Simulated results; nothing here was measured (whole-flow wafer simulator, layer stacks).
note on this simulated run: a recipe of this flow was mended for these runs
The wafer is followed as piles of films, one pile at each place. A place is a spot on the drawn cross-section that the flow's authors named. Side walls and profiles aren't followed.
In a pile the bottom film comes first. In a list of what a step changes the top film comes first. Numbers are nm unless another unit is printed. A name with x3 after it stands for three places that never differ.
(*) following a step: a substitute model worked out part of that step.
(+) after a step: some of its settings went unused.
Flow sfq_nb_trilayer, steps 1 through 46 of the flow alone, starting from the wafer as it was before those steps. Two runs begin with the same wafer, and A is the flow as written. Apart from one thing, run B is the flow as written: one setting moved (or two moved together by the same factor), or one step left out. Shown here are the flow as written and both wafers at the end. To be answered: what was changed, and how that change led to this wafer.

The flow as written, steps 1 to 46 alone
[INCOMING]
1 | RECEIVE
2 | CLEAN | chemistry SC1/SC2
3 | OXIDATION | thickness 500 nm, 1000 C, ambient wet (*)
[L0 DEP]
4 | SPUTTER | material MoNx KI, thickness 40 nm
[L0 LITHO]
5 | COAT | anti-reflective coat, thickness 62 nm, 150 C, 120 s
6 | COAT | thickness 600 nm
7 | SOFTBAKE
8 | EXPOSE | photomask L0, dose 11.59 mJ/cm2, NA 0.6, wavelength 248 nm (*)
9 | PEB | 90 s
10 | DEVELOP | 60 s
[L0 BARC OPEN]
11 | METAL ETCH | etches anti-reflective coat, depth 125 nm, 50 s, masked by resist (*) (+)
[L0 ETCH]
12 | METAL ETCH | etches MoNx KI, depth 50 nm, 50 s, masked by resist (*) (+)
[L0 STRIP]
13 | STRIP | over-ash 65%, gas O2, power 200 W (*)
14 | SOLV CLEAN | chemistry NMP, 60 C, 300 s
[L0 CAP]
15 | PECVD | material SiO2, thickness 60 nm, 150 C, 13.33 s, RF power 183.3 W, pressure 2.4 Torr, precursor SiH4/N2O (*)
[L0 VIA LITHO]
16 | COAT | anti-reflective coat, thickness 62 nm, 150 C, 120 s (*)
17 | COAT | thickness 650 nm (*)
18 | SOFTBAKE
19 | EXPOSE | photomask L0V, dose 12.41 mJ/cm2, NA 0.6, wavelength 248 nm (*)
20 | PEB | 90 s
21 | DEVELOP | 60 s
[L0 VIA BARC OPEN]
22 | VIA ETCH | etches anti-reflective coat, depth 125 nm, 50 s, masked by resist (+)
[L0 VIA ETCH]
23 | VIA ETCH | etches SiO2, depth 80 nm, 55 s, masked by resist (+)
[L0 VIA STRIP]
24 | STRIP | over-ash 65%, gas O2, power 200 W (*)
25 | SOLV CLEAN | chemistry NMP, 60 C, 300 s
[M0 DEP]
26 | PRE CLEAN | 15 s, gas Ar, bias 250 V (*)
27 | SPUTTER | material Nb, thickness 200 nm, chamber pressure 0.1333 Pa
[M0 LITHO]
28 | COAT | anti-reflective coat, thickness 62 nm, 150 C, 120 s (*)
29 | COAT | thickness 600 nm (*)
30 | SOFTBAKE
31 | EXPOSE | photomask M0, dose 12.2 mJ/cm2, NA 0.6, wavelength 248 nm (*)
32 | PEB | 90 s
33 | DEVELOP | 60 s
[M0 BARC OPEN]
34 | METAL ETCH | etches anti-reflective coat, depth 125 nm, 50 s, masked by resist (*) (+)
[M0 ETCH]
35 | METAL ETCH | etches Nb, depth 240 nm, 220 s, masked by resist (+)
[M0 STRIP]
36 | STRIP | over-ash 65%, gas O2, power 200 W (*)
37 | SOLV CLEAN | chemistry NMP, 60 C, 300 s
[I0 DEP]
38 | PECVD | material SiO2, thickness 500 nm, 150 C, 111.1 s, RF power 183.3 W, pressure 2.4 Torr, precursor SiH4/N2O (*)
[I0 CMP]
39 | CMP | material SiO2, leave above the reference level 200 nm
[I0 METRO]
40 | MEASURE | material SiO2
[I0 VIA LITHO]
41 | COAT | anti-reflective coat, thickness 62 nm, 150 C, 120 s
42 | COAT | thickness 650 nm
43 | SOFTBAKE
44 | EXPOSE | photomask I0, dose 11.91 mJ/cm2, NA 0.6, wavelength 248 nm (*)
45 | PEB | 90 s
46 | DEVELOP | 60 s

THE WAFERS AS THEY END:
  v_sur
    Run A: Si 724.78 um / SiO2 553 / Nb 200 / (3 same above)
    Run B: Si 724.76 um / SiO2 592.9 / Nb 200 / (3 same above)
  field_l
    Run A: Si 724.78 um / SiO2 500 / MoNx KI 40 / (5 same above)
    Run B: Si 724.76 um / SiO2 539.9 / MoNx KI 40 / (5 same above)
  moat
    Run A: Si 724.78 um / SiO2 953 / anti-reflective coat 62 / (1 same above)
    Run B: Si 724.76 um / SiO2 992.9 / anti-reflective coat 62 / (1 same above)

The reason: step 3, OXIDATION: 1012 C was run, whereas the flow has 1000 C.

The path from the change to this, step by step:
  3 | OXIDATION | thickness 500 nm, 1000 C, ambient wet (*)
      field_l, v_sur, via_wl and 103 more: A SiO2 gains 500 (new film), chemical SiO2 loses 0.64 (all of it), Si loses 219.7 | B SiO2 gains 539.9 (new film), chemical SiO2 loses 0.64 (all of it), Si loses 237.3
